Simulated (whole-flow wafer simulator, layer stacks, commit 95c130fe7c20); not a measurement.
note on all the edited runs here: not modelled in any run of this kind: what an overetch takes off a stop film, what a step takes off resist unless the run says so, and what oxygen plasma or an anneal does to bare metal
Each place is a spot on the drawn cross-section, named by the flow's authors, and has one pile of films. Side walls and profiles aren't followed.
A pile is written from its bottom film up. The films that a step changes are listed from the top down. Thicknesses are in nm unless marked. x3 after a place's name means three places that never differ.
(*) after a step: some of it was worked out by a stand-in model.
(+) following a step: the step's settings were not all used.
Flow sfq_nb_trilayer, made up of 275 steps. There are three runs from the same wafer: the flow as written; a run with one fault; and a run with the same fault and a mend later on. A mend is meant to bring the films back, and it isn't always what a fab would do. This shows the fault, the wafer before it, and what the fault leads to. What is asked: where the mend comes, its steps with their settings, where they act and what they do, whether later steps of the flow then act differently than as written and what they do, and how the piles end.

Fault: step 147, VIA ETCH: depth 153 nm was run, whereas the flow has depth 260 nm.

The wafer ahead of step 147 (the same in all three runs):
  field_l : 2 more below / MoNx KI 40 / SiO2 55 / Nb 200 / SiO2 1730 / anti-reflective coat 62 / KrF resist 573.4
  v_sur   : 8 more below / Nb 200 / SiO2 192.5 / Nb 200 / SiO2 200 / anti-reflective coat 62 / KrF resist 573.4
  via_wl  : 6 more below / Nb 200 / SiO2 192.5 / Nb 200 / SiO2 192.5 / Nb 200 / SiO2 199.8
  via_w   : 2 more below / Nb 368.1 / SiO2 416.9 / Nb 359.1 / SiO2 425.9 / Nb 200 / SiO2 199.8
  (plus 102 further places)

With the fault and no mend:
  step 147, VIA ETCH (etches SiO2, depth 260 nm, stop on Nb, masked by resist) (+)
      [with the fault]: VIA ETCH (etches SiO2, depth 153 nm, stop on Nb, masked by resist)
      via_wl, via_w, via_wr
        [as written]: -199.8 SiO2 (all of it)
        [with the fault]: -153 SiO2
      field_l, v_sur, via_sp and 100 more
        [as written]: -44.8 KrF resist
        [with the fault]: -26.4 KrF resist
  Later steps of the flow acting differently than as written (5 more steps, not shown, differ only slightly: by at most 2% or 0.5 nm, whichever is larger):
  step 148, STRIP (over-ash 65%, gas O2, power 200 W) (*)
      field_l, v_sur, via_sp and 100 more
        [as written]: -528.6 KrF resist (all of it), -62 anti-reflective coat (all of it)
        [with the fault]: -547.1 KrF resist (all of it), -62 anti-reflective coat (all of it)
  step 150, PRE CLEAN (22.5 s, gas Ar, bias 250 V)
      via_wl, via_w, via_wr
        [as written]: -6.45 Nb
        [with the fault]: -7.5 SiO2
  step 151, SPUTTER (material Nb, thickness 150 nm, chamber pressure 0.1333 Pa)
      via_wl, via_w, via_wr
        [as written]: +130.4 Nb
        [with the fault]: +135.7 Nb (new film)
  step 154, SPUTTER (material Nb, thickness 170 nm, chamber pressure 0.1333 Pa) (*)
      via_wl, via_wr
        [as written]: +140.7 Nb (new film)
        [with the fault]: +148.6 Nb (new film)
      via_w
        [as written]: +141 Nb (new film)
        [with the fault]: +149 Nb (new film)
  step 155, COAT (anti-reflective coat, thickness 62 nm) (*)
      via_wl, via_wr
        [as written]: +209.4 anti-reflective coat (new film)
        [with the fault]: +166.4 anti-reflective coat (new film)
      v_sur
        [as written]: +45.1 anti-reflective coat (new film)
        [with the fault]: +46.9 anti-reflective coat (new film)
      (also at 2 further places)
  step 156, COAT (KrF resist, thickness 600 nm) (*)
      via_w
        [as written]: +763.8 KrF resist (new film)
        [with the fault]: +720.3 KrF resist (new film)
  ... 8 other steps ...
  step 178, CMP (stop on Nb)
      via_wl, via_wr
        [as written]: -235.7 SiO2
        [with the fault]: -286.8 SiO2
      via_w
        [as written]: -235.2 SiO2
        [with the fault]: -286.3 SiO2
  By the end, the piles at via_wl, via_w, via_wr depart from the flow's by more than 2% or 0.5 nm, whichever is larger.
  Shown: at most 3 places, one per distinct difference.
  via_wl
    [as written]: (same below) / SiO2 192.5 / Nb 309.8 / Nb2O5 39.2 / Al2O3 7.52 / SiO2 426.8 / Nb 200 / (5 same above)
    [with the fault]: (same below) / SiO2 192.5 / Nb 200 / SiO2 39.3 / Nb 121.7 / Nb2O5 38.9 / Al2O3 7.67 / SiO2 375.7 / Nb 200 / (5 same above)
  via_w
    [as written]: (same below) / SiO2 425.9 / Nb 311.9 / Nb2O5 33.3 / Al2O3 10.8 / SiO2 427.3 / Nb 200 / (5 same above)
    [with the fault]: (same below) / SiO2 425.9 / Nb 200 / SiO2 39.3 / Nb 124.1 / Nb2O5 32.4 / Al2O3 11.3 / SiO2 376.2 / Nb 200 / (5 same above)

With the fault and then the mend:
  After step 147 comes the mend.
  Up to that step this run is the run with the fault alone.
  step 147a, VIA ETCH (etches SiO2, depth 107 nm, stop on Nb, masked by resist) (+) (a further turn of the flow's step 147, with different settings)
      field_l, v_sur, via_sp and 100 more
        -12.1 KrF resist
      via_wl, via_w, via_wr
        -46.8 SiO2 (all of it)
  None of the later steps of the flow differs from how it acts as written, at any place that is followed, by more than 2% or 0.5 nm, whichever is larger.
  At every place that both follow, the piles at the end match the flow's.
